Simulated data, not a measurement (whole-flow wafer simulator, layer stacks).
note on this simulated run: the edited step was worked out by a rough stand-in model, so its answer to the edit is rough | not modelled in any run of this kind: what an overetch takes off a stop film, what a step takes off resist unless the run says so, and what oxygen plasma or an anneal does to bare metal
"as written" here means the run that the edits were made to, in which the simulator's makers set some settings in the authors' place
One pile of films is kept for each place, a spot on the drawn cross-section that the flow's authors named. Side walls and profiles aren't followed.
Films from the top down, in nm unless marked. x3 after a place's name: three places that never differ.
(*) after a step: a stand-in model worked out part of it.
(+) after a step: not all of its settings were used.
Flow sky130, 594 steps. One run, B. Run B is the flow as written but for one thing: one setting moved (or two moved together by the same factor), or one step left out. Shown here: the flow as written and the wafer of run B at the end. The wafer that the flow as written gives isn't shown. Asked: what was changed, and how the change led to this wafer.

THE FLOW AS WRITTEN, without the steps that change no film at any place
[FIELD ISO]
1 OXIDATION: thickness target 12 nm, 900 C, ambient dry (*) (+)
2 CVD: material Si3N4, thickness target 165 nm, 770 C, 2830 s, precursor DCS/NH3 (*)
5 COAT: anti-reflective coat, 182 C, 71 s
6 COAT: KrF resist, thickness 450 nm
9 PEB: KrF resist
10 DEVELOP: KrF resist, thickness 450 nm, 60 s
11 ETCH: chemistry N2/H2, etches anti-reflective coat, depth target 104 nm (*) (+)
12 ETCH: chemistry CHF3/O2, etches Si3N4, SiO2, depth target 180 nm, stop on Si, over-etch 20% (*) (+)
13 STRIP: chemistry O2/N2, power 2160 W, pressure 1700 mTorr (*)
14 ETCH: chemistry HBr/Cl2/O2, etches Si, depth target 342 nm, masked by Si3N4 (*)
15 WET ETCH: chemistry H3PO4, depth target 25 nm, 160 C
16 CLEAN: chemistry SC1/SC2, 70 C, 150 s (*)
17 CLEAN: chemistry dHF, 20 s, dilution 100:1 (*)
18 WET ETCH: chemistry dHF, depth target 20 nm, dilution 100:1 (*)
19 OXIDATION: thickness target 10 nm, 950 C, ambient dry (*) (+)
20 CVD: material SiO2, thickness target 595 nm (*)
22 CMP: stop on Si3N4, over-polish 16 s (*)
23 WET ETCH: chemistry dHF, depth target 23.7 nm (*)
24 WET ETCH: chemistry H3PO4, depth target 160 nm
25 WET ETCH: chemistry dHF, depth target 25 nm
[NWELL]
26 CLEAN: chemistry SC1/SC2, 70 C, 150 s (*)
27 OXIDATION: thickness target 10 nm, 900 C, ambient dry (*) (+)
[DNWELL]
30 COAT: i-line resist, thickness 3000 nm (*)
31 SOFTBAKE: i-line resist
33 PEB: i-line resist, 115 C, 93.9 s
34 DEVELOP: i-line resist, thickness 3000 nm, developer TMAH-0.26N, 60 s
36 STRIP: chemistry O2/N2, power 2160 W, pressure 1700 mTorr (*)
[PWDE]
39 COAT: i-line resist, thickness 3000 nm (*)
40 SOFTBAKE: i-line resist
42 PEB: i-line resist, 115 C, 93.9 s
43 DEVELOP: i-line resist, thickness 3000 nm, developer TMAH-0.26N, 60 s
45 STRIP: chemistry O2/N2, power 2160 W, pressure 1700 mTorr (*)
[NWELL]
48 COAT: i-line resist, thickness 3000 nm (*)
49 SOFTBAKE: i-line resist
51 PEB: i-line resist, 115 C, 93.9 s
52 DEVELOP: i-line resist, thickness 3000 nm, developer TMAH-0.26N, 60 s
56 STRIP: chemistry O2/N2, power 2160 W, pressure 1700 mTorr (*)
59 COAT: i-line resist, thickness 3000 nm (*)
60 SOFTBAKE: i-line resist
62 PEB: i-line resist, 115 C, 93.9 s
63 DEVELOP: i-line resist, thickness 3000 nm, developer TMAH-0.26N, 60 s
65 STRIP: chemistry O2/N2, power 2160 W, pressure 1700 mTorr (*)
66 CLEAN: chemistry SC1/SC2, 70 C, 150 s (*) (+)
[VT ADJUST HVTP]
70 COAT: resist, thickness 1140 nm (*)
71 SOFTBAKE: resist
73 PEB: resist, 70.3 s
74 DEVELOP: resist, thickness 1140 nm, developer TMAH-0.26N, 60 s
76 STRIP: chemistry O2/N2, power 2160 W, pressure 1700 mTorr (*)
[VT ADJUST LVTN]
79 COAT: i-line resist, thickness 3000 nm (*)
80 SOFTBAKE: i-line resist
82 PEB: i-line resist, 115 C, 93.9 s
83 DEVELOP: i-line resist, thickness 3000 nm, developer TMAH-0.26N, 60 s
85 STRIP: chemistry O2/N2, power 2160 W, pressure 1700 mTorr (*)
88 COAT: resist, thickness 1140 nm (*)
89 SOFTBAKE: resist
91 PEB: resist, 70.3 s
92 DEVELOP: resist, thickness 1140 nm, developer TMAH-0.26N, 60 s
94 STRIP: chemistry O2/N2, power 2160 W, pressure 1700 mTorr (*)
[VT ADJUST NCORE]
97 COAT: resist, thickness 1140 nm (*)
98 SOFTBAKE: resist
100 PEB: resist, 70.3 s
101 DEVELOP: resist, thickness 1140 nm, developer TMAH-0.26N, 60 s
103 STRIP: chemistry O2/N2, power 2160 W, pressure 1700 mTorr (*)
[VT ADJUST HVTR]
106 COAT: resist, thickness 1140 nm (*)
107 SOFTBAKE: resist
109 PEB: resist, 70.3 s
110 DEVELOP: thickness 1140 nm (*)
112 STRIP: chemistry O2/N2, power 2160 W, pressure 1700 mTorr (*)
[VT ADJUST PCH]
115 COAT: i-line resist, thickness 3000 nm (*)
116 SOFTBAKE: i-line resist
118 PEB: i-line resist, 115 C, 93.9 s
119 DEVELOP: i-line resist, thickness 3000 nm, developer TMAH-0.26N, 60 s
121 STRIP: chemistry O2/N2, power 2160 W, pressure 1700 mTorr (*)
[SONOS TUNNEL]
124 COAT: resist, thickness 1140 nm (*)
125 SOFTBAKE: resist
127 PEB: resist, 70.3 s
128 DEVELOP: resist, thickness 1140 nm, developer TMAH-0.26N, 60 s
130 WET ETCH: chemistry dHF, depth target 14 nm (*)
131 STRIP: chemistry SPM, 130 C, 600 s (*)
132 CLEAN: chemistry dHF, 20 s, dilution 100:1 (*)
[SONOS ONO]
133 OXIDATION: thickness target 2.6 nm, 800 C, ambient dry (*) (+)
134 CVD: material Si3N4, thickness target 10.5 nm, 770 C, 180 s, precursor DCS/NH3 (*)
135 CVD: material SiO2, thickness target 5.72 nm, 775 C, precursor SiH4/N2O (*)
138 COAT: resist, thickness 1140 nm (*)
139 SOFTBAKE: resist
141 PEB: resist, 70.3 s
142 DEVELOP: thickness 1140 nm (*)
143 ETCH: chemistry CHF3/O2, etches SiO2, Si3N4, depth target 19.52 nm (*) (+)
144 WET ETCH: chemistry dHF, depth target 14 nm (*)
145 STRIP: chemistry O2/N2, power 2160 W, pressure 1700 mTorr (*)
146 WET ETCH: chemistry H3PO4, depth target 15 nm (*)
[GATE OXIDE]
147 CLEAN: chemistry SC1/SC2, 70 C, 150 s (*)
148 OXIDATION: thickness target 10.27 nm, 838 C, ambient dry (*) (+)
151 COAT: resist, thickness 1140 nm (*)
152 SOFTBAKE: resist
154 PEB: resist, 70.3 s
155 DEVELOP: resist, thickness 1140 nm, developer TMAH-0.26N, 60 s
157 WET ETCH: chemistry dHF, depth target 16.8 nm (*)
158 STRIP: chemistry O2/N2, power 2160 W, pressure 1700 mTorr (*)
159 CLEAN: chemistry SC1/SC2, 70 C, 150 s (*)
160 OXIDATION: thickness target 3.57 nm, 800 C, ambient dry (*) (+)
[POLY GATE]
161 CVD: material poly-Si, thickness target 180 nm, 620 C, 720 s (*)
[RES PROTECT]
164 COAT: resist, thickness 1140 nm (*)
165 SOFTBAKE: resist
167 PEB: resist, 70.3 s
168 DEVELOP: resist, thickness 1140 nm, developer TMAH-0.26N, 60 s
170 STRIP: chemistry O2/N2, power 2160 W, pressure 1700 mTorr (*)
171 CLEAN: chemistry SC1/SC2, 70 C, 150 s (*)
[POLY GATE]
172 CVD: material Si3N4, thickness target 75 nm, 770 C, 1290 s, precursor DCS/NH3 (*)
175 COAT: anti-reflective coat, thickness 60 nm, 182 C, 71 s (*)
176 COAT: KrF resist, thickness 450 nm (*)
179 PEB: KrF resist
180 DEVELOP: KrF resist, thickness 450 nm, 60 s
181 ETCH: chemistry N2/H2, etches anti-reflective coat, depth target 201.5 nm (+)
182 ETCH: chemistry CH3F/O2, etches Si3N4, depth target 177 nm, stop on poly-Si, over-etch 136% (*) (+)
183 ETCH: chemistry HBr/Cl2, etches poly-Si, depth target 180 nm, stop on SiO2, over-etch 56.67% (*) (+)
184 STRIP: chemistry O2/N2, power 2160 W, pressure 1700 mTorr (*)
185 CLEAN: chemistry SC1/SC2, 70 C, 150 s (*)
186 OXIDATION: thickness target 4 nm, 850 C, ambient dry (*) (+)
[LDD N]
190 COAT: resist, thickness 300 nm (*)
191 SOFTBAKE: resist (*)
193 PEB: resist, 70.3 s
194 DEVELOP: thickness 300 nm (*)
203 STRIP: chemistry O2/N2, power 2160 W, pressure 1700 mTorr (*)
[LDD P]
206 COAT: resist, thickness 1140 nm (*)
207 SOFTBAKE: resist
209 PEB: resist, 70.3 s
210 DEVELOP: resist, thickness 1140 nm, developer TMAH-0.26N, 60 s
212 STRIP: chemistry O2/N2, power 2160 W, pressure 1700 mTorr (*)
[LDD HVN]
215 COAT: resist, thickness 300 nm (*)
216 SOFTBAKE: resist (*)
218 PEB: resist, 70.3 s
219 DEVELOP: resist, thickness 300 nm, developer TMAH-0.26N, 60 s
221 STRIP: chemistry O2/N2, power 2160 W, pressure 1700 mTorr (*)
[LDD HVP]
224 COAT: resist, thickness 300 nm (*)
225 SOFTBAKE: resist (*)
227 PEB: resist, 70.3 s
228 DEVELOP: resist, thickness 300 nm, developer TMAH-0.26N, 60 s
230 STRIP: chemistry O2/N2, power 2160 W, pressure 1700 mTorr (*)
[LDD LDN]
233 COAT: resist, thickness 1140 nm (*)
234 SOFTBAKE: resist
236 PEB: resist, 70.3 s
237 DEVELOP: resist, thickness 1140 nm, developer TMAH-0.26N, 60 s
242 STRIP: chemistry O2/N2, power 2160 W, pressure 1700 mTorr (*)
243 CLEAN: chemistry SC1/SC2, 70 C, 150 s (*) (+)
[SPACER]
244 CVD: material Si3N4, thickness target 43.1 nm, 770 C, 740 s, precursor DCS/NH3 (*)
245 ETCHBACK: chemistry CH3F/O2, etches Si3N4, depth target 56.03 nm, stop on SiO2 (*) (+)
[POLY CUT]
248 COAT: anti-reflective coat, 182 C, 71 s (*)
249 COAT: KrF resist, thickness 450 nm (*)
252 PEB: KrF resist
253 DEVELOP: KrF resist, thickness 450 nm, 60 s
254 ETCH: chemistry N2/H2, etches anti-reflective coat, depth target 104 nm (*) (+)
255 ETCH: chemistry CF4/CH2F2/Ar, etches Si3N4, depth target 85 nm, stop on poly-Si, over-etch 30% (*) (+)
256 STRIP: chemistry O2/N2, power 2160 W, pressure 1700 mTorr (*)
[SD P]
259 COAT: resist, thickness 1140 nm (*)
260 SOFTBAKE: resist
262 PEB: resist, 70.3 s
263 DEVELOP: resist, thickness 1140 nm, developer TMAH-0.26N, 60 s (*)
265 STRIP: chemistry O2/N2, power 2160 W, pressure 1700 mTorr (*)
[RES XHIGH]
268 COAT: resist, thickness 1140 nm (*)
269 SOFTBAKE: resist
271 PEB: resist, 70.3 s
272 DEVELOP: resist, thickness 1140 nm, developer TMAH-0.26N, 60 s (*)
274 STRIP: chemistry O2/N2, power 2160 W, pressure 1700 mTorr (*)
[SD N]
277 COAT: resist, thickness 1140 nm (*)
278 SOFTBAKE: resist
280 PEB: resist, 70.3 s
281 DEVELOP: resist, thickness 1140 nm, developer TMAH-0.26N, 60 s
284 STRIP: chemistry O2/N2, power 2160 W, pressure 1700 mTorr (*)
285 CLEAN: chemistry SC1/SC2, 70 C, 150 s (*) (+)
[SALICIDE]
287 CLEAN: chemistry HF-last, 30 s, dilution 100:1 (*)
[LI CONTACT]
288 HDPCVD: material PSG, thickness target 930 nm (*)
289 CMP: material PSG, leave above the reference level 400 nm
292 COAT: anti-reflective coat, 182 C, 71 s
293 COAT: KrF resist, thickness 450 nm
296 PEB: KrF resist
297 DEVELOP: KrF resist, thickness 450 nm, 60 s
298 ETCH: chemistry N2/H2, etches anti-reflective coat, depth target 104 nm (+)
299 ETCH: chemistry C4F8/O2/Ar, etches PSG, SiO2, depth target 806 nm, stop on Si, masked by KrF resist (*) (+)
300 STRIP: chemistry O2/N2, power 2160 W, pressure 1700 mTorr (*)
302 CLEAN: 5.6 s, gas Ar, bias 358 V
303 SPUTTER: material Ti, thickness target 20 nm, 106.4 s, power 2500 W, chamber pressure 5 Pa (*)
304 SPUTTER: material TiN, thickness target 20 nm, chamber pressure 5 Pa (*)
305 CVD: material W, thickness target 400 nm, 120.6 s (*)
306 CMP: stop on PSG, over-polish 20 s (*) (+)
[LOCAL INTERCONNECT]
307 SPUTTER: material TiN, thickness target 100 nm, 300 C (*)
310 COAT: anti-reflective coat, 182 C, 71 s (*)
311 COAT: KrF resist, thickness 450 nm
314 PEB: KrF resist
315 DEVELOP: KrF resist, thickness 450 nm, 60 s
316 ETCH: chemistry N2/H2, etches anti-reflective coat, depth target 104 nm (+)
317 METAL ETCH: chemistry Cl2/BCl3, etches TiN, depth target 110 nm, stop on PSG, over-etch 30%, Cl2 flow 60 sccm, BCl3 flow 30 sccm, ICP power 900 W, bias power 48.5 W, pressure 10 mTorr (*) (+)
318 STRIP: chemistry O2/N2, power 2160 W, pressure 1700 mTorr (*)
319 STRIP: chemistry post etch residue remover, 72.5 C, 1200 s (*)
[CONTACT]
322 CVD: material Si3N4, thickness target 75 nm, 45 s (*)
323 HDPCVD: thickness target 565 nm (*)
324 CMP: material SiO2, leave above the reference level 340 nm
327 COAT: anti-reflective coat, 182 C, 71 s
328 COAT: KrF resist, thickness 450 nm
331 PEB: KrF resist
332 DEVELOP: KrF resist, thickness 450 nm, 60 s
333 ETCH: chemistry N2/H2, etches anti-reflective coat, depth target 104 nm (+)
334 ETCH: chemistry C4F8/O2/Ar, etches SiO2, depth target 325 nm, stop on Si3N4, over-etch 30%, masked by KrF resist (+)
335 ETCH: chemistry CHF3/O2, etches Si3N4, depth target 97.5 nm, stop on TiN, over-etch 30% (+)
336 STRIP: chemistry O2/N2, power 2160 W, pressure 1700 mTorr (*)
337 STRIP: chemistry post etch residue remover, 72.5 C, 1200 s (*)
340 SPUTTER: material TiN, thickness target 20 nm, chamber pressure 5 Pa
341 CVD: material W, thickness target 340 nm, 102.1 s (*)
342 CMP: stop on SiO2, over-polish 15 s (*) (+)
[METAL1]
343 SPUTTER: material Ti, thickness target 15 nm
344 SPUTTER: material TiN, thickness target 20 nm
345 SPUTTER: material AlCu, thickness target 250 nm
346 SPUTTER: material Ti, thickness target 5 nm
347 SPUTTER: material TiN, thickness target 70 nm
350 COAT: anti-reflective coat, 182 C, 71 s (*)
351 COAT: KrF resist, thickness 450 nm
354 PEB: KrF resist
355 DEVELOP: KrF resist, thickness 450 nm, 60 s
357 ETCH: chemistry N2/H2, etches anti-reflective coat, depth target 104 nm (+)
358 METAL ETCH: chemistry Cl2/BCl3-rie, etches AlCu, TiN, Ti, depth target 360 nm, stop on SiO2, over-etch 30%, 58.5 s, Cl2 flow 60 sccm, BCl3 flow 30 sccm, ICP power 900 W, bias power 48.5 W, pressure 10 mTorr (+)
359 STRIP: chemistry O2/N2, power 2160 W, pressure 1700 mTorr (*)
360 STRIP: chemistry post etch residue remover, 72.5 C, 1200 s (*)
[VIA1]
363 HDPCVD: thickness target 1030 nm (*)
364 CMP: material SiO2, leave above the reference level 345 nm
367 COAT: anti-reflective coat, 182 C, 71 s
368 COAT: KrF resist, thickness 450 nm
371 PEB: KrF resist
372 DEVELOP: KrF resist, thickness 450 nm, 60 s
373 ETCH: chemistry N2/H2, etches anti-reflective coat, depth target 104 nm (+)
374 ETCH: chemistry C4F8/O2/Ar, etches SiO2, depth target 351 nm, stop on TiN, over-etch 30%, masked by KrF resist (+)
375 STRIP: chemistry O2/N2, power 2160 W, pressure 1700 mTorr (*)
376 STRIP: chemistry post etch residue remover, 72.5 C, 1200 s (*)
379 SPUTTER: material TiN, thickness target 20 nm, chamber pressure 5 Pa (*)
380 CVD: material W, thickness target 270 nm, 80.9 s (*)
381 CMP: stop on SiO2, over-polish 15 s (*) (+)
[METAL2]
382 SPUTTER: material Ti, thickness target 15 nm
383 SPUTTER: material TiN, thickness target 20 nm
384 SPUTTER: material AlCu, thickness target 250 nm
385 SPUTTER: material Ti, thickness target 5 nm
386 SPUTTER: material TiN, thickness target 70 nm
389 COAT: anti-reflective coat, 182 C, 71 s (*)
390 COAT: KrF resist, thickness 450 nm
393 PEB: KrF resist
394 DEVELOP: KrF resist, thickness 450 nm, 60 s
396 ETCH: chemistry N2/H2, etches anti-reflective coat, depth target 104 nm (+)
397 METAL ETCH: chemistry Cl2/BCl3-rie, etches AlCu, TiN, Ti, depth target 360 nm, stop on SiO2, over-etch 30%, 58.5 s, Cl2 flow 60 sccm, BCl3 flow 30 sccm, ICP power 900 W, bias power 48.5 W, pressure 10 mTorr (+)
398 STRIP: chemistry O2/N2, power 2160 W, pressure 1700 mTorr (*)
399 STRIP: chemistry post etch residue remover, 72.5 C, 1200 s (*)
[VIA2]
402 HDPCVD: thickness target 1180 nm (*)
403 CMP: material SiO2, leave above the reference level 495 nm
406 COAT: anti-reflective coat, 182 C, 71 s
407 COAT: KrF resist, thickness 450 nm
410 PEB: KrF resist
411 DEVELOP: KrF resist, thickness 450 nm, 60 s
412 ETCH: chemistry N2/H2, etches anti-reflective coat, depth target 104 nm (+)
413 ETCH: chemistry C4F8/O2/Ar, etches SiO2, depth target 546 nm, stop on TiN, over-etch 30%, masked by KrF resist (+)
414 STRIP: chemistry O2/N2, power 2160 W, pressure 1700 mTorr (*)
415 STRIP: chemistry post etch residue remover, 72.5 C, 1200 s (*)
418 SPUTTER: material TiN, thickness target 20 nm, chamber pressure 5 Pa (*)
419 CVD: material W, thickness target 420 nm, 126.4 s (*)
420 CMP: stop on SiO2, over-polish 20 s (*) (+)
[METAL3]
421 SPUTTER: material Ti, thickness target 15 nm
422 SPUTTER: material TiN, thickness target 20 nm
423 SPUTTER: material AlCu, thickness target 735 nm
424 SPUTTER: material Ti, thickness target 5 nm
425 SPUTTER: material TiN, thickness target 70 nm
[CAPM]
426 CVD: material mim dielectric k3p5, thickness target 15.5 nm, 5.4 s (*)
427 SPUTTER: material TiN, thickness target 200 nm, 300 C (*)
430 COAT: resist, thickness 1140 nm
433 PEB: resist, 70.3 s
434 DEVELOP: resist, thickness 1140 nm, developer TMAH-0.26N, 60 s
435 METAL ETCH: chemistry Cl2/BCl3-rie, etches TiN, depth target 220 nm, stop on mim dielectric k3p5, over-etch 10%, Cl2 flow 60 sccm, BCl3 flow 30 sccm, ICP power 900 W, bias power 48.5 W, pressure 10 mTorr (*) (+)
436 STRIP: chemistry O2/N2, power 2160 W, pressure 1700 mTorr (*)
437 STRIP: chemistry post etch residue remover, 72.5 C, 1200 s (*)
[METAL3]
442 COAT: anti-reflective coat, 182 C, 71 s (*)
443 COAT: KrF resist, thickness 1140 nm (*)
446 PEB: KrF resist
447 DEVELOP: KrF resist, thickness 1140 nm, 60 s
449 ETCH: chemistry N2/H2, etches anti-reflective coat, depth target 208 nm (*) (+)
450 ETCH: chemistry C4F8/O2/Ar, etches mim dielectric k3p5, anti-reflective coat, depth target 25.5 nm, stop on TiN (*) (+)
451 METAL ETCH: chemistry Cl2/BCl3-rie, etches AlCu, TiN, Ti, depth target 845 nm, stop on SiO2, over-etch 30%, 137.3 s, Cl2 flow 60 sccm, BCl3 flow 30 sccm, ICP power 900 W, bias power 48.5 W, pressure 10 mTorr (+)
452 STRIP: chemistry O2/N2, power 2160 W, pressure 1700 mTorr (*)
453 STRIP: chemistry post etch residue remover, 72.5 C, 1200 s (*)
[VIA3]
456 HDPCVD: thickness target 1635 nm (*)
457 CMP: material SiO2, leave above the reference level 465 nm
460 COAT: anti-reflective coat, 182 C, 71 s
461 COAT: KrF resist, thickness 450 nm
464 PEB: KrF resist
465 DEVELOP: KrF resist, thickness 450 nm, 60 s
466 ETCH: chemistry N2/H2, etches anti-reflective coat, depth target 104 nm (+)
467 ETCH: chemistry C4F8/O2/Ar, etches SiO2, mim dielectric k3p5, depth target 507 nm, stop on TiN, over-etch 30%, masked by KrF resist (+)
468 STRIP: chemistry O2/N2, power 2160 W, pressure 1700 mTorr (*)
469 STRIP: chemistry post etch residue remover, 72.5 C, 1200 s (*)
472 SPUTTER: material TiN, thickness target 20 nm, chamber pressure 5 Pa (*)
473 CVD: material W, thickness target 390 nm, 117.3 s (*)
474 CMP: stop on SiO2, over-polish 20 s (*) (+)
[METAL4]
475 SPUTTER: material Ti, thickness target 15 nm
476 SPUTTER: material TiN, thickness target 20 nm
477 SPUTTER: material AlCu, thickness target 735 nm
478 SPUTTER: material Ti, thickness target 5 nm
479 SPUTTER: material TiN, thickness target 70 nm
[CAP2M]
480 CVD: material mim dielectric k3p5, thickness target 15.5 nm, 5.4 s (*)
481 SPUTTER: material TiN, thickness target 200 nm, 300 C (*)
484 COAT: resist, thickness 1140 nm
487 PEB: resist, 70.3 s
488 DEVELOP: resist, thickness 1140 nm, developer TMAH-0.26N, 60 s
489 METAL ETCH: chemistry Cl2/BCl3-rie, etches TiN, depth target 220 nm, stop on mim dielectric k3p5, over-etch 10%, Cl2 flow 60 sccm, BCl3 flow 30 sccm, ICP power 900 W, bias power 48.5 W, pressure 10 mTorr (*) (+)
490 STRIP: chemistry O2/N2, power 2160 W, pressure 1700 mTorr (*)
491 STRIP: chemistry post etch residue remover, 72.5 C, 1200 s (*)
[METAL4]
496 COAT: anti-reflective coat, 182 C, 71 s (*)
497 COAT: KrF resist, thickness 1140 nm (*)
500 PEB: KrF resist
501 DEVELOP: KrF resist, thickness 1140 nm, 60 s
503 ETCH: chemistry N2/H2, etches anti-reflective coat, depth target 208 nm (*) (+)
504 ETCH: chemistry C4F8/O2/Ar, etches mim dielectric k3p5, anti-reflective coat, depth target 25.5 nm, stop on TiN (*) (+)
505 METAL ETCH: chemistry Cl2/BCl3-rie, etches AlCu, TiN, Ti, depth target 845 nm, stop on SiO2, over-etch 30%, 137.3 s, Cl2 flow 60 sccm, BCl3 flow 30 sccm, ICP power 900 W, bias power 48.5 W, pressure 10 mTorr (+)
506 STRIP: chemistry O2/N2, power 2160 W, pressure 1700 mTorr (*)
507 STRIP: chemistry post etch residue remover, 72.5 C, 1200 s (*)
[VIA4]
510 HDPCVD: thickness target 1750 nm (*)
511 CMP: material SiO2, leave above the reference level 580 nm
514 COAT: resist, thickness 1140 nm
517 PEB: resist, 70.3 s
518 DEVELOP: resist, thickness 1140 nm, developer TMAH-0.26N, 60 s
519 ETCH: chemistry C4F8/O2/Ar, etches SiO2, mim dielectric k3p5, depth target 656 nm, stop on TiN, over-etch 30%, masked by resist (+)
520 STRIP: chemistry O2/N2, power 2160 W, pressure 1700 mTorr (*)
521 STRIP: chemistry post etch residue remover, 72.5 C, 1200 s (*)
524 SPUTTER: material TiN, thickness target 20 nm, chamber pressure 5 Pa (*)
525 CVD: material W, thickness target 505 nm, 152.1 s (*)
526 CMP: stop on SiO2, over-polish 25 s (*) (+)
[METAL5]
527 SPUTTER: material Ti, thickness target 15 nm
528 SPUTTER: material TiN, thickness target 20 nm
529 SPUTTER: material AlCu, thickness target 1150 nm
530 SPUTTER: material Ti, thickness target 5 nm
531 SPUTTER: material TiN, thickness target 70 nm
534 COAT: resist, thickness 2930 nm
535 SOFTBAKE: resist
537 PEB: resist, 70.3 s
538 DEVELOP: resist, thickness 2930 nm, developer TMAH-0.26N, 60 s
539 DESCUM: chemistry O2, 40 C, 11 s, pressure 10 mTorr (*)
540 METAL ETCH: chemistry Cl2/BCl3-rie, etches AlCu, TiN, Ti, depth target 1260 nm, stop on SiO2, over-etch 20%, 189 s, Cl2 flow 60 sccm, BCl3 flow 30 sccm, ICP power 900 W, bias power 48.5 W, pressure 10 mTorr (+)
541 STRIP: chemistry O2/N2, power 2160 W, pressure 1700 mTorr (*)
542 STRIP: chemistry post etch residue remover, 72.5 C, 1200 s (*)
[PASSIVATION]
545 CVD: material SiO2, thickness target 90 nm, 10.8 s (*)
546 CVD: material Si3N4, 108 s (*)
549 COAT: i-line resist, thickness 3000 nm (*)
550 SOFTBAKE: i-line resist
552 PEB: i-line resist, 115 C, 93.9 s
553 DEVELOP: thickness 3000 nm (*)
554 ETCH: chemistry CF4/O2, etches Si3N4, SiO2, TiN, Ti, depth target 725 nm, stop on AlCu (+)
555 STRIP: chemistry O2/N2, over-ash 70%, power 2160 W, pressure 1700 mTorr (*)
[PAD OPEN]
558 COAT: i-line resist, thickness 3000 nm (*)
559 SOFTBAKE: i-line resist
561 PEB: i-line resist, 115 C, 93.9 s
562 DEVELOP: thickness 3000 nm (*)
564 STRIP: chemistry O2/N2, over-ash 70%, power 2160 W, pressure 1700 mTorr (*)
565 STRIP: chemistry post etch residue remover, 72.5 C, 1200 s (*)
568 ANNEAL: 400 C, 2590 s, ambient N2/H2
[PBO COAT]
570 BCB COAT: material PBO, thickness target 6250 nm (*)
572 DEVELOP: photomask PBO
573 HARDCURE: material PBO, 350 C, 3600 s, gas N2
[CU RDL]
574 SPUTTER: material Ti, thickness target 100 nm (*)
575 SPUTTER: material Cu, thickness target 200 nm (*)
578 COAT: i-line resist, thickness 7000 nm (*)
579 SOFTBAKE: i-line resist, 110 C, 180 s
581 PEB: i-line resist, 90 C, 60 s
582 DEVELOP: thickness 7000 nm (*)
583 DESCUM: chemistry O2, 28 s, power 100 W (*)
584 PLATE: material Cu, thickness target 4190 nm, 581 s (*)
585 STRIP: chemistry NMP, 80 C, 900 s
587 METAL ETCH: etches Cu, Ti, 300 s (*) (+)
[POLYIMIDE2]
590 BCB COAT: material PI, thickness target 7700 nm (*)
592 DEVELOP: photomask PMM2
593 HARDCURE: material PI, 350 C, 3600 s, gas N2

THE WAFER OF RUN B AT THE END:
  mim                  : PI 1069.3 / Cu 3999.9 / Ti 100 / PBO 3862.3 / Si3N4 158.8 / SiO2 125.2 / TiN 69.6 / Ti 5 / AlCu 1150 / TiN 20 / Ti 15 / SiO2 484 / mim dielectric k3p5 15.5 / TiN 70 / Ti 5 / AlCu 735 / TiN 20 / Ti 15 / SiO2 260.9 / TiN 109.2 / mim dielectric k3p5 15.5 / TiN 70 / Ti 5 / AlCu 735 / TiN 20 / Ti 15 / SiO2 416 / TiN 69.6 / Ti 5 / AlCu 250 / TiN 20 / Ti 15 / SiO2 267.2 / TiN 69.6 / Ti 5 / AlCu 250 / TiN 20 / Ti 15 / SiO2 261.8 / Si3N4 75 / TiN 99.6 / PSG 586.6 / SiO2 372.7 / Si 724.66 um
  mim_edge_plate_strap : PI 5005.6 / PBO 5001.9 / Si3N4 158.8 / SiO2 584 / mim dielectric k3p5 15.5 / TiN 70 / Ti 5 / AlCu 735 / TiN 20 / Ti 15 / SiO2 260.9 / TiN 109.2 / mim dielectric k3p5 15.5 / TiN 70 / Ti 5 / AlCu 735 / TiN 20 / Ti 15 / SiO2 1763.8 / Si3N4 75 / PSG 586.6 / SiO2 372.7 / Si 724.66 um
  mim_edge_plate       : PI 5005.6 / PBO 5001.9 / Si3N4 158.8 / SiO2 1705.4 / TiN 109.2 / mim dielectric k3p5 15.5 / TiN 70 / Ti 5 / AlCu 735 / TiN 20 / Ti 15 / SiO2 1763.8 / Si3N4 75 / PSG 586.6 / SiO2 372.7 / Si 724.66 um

The cause: step 427, SPUTTER: thickness target 110 nm was run, where the flow has thickness target 200 nm.

How the change led to this, step by step:
  427 SPUTTER: material TiN, thickness target 200 nm, 300 C (*)
      field, active, n_well and 188 more: TiN +110 (new film) (as written it would be: TiN +200 (new film))
  435 METAL ETCH: chemistry Cl2/BCl3-rie, etches TiN, depth target 220 nm, stop on mim dielectric k3p5, over-etch 10%, Cl2 flow 60 sccm, BCl3 flow 30 sccm, ICP power 900 W, bias power 48.5 W, pressure 10 mTorr (*) (+)
      field, active, n_well and 185 more: TiN -110 (all of it) (as written it would be: TiN -200 (all of it))
      mim, mim_edge_plate_strap, mim_edge_plate: resist -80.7 (as written it would be: resist -146.7)
  436 STRIP: chemistry O2/N2, power 2160 W, pressure 1700 mTorr (*)
      mim, mim_edge_plate_strap, mim_edge_plate: resist -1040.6 (all of it) (as written it would be: resist -974.6 (all of it))
  442 COAT: anti-reflective coat, 182 C, 71 s (*)
      poly_licon, rpo_hd_licon: anti-reflective coat +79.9 (new film) (as written it would be: anti-reflective coat +57.6 (new film))
      mim: anti-reflective coat +30.6 (new film) (as written it would be: anti-reflective coat +40.4 (new film))
      (and at 8 more places)
  443 COAT: KrF resist, thickness 1140 nm (*)
      mim_edge_plate_strap, mim_edge_plate: KrF resist +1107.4 (new film) (as written it would be: KrF resist +1017.4 (new film))
      poly_licon, rpo_hd_licon: KrF resist +1146.5 (new film) (as written it would be: KrF resist +1171.3 (new film))
      (and at 3 more places)
  447 DEVELOP: KrF resist, thickness 1140 nm, 60 s
      poly_licon, rpo_hd_licon: KrF resist -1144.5 (all of it) (as written it would be: KrF resist -1169.3 (all of it))
      rxpo_ln: KrF resist -1139 (all of it) (as written it would be: KrF resist -1165.6 (all of it))
  449 ETCH: chemistry N2/H2, etches anti-reflective coat, depth target 208 nm (*) (+)
      poly_licon, rpo_hd_licon: anti-reflective coat -79.9 (all of it) (as written it would be: anti-reflective coat -57.6 (all of it))
      rpo_hd: anti-reflective coat -76.6 (all of it) (as written it would be: anti-reflective coat -62 (all of it))
      (and at 2 more places)
  452 STRIP: chemistry O2/N2, power 2160 W, pressure 1700 mTorr (*)
      mim_edge_plate_strap, mim_edge_plate: KrF resist -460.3 (all of it), anti-reflective coat -3 (all of it) (as written it would be: KrF resist -370.5 (all of it), anti-reflective coat -3 (all of it))
      mim: KrF resist -452.1 (all of it), anti-reflective coat -30.6 (all of it) (as written it would be: KrF resist -378.7 (all of it), anti-reflective coat -40.4 (all of it))
      (and at 5 more places)
  457 CMP: material SiO2, leave above the reference level 465 nm
      mim, mim_edge_plate_strap, mim_edge_plate: SiO2 -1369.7 (as written it would be: SiO2 -1459.7)
